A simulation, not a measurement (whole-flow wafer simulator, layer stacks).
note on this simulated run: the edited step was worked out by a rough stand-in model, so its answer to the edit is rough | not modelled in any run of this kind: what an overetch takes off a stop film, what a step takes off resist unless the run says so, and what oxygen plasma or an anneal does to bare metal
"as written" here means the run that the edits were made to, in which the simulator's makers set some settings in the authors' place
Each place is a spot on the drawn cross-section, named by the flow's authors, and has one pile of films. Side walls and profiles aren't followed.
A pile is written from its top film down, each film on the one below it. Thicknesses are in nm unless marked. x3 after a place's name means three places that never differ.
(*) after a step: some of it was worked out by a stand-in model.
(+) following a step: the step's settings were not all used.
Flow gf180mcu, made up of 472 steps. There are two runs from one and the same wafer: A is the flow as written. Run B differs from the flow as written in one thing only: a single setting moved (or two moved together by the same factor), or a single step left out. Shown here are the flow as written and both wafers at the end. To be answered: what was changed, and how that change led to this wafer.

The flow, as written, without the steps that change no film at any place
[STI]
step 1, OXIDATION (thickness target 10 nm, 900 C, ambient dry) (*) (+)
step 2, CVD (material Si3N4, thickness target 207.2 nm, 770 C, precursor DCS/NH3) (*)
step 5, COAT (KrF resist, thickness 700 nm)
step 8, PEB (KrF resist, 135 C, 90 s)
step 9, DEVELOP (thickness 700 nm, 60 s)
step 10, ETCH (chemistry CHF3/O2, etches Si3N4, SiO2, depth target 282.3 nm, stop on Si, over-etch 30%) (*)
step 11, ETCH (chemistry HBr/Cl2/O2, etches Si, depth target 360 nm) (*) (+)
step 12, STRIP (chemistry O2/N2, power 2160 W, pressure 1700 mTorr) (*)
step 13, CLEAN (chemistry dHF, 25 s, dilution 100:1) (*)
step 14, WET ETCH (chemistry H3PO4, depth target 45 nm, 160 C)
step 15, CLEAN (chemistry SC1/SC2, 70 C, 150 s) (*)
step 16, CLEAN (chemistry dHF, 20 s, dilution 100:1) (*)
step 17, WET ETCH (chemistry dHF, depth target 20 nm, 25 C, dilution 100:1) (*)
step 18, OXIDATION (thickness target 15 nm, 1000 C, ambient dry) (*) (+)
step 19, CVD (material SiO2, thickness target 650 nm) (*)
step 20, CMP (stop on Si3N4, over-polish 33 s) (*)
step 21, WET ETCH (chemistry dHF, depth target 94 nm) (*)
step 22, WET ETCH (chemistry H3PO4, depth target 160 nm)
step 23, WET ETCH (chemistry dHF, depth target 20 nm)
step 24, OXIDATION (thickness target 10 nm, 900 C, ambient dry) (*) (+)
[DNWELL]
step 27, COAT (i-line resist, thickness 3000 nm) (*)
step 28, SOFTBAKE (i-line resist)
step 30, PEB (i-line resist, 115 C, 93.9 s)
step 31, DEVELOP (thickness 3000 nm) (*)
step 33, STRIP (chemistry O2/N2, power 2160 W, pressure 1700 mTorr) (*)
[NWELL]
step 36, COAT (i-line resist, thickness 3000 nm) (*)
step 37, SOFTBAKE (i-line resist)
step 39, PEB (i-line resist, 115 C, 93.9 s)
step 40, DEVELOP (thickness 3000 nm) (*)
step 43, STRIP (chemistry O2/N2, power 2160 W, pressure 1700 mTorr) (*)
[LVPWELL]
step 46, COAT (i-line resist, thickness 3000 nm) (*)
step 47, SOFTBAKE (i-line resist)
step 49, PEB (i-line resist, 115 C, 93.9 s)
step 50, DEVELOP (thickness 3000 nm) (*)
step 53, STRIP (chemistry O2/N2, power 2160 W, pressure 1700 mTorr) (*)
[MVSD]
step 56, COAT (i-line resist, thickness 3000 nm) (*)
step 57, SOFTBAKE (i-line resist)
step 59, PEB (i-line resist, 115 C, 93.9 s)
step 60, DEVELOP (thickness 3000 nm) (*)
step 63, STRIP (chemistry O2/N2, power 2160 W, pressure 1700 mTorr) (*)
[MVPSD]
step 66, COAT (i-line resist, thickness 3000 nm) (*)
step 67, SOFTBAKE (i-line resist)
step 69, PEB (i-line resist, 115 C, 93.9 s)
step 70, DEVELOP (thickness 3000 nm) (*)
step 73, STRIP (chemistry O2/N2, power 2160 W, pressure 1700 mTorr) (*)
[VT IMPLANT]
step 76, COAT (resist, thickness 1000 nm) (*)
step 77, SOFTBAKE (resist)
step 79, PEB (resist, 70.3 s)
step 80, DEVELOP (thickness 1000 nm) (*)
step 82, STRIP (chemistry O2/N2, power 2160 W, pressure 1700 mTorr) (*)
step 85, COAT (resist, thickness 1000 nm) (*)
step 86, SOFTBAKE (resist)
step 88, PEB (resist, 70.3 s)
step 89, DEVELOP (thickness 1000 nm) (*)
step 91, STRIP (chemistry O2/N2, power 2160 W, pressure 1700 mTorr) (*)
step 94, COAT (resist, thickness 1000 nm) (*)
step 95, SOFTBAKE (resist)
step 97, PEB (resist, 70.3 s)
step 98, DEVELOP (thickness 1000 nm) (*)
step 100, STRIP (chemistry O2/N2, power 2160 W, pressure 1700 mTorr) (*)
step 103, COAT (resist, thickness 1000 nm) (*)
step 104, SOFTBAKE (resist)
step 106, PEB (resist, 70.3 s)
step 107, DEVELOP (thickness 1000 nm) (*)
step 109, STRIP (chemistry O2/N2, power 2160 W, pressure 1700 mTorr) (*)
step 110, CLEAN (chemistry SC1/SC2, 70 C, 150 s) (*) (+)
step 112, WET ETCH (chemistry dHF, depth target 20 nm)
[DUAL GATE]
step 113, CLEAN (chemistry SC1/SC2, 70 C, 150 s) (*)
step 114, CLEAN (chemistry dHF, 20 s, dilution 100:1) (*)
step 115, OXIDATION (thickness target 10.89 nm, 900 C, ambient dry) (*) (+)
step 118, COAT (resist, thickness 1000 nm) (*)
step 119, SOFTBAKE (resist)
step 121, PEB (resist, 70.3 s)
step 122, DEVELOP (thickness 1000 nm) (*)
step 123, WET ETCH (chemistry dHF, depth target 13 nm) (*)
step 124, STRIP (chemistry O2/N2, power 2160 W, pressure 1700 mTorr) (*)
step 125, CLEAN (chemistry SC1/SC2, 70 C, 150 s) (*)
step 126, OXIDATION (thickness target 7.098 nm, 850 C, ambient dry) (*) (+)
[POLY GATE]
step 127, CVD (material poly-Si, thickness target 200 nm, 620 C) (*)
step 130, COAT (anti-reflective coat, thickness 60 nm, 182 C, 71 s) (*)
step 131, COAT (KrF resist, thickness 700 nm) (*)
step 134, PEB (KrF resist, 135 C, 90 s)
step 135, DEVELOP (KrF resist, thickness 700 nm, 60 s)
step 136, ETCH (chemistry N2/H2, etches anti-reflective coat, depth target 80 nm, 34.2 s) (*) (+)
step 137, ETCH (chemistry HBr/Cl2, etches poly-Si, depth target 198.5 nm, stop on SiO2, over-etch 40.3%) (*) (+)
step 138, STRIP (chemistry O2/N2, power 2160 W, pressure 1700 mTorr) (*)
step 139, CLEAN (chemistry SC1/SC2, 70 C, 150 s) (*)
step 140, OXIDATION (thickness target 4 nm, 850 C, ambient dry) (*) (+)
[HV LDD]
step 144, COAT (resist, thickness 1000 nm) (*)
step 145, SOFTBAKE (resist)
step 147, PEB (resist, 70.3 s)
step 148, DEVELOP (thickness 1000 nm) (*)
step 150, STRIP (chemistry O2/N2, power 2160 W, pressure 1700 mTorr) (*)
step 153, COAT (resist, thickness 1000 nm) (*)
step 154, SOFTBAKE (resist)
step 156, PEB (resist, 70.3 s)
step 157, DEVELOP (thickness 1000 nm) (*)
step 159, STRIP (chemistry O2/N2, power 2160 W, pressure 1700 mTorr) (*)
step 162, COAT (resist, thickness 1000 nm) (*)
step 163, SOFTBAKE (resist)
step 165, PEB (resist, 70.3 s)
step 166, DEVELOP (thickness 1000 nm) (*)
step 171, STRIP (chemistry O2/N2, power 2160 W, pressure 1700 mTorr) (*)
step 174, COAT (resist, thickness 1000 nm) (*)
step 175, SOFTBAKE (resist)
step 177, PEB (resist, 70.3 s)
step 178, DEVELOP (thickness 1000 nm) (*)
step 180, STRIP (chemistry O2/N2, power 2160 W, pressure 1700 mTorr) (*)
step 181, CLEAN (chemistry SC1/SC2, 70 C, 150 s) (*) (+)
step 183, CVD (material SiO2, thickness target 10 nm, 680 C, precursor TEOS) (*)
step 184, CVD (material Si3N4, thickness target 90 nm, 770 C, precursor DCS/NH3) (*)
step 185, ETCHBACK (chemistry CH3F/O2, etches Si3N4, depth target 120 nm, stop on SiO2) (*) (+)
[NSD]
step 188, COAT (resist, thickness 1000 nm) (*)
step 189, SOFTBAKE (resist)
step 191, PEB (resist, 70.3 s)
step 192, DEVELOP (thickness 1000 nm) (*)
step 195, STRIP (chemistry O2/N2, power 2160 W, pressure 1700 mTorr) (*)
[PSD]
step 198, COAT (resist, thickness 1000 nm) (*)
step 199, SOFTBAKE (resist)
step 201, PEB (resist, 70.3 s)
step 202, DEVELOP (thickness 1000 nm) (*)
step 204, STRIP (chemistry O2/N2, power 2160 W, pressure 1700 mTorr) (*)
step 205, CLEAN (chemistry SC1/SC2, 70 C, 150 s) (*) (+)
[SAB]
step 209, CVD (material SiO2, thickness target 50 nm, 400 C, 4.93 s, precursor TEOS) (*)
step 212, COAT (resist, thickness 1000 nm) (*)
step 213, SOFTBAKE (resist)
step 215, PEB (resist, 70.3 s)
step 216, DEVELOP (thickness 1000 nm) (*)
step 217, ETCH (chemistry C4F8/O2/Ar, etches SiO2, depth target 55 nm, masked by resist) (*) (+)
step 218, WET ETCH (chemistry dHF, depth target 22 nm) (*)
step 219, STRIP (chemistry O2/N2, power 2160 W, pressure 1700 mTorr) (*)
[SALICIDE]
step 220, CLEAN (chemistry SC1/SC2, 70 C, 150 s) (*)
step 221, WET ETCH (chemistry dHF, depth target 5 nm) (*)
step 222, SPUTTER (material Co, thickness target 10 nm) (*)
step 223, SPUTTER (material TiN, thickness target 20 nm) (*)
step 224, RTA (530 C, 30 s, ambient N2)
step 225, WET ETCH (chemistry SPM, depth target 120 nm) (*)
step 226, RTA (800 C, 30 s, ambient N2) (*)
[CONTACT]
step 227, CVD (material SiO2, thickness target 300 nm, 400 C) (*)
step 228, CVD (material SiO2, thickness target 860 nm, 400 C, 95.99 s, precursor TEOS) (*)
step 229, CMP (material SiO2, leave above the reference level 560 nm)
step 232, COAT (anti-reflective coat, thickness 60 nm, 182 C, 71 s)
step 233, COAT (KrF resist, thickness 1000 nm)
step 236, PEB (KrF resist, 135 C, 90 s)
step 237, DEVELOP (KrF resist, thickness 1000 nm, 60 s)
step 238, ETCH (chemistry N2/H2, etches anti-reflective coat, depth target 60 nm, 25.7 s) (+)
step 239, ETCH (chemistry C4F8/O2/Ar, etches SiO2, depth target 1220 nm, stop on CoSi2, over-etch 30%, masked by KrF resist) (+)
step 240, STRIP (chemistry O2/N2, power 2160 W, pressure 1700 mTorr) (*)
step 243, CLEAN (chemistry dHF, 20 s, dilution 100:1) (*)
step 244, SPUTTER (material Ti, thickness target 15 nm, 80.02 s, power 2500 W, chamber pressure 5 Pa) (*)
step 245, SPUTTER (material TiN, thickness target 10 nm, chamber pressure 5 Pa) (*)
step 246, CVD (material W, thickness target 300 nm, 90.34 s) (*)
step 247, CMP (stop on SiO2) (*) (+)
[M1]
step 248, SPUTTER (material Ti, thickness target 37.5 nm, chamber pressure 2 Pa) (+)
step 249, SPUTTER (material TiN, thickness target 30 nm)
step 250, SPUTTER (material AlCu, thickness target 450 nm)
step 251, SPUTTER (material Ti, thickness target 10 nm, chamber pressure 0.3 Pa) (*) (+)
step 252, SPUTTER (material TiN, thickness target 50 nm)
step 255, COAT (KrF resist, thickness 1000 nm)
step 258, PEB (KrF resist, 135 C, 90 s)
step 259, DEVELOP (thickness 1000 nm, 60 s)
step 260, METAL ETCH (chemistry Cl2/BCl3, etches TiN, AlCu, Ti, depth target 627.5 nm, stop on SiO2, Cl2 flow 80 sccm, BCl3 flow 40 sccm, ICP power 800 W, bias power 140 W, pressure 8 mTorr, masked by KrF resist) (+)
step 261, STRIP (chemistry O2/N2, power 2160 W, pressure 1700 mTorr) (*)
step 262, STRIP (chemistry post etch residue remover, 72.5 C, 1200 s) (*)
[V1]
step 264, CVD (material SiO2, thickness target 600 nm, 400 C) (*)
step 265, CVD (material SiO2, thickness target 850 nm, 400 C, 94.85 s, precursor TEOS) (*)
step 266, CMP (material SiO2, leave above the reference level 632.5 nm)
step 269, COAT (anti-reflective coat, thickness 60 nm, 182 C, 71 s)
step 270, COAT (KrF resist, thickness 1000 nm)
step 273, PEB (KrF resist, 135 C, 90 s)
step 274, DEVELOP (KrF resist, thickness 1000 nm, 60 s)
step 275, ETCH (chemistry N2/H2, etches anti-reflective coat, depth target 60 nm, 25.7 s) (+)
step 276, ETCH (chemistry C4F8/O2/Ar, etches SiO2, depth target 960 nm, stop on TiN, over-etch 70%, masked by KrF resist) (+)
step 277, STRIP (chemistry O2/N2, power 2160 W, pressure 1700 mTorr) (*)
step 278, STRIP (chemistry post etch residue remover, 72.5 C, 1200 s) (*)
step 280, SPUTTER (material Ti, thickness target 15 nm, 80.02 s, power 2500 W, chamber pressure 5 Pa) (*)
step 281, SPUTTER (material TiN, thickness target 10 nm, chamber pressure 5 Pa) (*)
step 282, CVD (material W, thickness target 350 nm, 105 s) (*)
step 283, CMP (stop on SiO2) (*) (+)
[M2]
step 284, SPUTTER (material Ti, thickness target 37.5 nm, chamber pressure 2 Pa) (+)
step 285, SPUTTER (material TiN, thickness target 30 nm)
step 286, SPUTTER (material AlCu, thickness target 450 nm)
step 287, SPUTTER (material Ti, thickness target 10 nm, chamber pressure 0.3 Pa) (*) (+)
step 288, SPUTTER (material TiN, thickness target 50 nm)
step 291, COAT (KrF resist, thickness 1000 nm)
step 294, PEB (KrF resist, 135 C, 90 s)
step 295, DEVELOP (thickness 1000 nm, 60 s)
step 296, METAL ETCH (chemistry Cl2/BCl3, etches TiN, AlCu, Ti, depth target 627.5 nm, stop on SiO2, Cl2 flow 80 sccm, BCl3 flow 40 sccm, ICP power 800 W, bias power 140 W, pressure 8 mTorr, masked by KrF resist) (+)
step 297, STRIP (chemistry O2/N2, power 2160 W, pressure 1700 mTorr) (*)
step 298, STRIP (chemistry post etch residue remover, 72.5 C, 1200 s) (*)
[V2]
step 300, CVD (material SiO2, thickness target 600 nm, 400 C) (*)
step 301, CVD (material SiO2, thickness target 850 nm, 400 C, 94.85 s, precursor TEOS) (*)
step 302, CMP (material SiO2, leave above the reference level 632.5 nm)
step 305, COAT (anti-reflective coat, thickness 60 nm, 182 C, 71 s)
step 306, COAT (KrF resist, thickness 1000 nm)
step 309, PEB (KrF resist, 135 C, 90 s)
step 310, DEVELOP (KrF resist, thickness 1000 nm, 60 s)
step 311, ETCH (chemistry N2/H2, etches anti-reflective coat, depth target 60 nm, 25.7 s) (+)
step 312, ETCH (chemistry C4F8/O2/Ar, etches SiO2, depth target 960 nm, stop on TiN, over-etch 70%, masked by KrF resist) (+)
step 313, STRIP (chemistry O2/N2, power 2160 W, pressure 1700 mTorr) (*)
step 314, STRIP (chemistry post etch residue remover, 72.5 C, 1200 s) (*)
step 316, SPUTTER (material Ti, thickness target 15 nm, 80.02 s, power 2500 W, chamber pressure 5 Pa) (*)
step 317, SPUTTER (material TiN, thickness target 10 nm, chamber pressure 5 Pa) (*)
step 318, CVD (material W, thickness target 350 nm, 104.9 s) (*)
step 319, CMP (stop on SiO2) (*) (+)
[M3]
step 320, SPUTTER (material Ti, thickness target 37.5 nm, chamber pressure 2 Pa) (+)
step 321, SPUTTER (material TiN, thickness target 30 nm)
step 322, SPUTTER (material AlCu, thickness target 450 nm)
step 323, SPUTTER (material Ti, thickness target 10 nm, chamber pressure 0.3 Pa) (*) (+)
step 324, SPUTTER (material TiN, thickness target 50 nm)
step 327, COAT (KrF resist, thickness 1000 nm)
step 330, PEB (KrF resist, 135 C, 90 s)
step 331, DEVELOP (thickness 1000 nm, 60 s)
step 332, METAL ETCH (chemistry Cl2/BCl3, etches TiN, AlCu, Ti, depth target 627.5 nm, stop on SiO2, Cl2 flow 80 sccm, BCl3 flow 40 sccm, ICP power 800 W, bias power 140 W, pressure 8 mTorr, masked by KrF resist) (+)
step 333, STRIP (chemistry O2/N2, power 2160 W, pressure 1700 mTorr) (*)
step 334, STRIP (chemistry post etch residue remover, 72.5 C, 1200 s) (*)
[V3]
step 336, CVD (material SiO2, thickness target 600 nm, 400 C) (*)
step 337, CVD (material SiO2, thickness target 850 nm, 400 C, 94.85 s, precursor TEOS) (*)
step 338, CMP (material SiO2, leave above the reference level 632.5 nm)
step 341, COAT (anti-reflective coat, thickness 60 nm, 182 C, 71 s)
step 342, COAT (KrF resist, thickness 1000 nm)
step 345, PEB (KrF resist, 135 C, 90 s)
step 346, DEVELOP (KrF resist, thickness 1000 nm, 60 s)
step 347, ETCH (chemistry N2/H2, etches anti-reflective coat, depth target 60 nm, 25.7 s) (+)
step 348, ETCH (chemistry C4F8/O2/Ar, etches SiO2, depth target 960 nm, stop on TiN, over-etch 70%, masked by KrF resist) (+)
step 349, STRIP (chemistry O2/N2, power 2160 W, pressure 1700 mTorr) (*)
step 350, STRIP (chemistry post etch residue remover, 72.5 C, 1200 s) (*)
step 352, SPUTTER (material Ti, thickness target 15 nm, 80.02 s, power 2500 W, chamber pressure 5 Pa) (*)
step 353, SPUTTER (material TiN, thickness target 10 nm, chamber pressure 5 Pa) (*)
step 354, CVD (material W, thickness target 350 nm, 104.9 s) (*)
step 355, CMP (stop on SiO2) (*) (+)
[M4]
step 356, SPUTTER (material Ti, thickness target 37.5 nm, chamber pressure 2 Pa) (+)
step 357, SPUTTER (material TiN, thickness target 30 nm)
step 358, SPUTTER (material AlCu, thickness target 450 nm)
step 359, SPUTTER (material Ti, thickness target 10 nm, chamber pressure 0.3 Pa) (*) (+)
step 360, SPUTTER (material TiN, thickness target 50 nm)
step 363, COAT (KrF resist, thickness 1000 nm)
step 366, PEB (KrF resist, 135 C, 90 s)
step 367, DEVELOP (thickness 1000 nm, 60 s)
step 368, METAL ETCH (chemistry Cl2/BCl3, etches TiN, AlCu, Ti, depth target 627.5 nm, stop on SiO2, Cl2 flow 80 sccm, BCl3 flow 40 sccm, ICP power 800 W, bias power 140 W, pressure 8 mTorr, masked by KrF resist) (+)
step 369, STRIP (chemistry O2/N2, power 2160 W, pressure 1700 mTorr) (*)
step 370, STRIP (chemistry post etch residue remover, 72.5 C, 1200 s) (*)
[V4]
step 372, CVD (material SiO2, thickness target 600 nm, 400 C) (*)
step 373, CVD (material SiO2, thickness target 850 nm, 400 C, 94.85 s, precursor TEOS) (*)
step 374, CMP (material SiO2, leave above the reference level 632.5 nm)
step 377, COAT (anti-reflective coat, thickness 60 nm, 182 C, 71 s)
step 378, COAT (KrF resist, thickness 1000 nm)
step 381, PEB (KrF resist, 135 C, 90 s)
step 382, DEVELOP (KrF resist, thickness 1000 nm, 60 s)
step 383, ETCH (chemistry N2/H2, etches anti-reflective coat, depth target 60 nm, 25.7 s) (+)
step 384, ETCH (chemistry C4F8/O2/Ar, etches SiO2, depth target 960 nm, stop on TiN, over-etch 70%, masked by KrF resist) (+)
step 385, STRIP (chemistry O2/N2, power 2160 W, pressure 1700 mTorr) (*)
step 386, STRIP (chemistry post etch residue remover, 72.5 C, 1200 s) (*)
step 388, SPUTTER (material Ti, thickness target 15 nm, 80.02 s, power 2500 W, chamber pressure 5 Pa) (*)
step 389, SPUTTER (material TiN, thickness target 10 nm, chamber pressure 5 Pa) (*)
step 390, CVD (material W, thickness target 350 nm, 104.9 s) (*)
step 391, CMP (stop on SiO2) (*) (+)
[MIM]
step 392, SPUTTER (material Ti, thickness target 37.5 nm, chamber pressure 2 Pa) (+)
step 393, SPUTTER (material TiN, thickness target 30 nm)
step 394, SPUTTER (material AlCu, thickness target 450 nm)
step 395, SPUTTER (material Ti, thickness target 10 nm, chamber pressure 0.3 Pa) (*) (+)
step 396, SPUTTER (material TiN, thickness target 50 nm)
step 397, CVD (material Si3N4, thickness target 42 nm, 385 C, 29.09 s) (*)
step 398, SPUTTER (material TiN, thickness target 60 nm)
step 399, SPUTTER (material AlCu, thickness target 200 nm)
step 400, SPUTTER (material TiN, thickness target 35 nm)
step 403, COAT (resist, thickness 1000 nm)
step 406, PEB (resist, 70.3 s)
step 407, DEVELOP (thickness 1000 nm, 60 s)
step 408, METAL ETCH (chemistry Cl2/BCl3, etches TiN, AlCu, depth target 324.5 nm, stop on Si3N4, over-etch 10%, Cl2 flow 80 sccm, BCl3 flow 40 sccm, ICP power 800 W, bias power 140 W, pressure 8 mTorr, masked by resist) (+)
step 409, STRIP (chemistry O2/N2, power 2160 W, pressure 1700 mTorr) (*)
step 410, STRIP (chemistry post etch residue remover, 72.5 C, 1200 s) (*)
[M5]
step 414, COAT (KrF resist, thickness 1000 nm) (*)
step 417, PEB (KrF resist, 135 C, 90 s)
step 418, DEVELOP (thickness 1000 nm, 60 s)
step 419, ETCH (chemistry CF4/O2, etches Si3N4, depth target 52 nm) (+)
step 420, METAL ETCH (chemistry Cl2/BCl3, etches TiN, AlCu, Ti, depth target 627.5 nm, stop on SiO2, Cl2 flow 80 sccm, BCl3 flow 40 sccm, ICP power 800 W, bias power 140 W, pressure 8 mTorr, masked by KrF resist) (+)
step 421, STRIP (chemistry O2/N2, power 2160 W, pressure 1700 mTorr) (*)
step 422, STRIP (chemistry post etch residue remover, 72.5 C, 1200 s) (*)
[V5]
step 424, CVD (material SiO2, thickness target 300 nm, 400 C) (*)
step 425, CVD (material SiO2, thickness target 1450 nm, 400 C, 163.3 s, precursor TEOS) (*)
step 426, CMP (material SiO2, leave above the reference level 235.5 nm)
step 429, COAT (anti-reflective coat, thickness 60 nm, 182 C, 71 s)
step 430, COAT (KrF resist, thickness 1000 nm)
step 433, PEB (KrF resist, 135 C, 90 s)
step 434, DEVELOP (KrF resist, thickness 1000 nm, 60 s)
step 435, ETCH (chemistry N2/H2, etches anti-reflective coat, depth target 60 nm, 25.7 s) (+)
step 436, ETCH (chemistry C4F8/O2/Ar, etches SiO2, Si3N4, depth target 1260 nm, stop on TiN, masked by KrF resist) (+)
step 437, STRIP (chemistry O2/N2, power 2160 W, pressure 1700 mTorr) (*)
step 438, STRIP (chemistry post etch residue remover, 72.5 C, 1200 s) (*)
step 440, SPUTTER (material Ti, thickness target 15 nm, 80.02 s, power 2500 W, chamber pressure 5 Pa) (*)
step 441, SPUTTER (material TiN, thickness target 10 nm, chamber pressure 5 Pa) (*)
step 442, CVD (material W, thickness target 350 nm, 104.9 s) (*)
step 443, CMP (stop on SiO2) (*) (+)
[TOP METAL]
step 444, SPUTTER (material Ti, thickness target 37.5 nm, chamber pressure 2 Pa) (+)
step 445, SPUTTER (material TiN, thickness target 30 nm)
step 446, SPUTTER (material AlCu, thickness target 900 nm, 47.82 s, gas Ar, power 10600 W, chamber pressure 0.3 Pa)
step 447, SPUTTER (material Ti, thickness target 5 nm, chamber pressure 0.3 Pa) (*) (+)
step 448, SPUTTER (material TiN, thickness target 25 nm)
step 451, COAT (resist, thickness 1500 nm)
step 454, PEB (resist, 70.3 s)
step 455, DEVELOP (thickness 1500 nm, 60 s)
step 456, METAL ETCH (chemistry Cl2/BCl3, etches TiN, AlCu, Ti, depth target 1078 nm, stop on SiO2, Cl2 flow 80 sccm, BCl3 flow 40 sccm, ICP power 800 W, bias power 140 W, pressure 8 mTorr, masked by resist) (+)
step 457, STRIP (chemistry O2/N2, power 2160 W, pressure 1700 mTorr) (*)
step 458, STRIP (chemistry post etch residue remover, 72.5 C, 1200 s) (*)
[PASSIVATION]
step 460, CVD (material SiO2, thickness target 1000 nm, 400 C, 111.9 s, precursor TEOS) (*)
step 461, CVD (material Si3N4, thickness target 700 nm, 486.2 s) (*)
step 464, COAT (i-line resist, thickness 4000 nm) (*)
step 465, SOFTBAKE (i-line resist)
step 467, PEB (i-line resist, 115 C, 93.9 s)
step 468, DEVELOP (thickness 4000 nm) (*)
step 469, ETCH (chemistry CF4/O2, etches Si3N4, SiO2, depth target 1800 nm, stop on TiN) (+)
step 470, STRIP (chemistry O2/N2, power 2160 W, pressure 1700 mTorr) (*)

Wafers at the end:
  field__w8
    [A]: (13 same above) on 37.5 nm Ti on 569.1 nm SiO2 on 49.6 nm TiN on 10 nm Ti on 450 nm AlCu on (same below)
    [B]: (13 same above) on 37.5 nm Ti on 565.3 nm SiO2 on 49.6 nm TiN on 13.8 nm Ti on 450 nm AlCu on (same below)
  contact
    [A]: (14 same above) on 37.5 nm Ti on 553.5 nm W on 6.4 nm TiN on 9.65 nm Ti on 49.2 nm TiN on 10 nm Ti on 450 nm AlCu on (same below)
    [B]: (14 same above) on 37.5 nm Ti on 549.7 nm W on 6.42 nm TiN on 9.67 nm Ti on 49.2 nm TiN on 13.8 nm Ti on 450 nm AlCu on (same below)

Cause: step 359, SPUTTER: thickness target 13.8 nm was run, while the flow as written has thickness target 10 nm.
The wafer itself shows it: field__w8 has Ti 13.8, and step 359 as written asks for 10 nm.

The path from the change to this, step by step:
  step 359, SPUTTER (material Ti, thickness target 10 nm, chamber pressure 0.3 Pa) (*) (+)
      field, field__w1, field__w2 and 108 more: A +10 Ti (new film) | B +13.8 Ti (new film)
  step 368, METAL ETCH (chemistry Cl2/BCl3, etches TiN, AlCu, Ti, depth target 627.5 nm, stop on SiO2, Cl2 flow 80 sccm, BCl3 flow 40 sccm, ICP power 800 W, bias power 140 W, pressure 8 mTorr, masked by KrF resist) (+)
      field, field__w1, field__w2 and 103 more: A -50 TiN (all of it), -10 Ti (all of it), -450 AlCu (all of it), -30 TiN (all of it), -37.5 Ti (all of it) | B -50 TiN (all of it), -13.8 Ti (all of it), -450 AlCu (all of it), -30 TiN (all of it), -37.5 Ti (all of it)
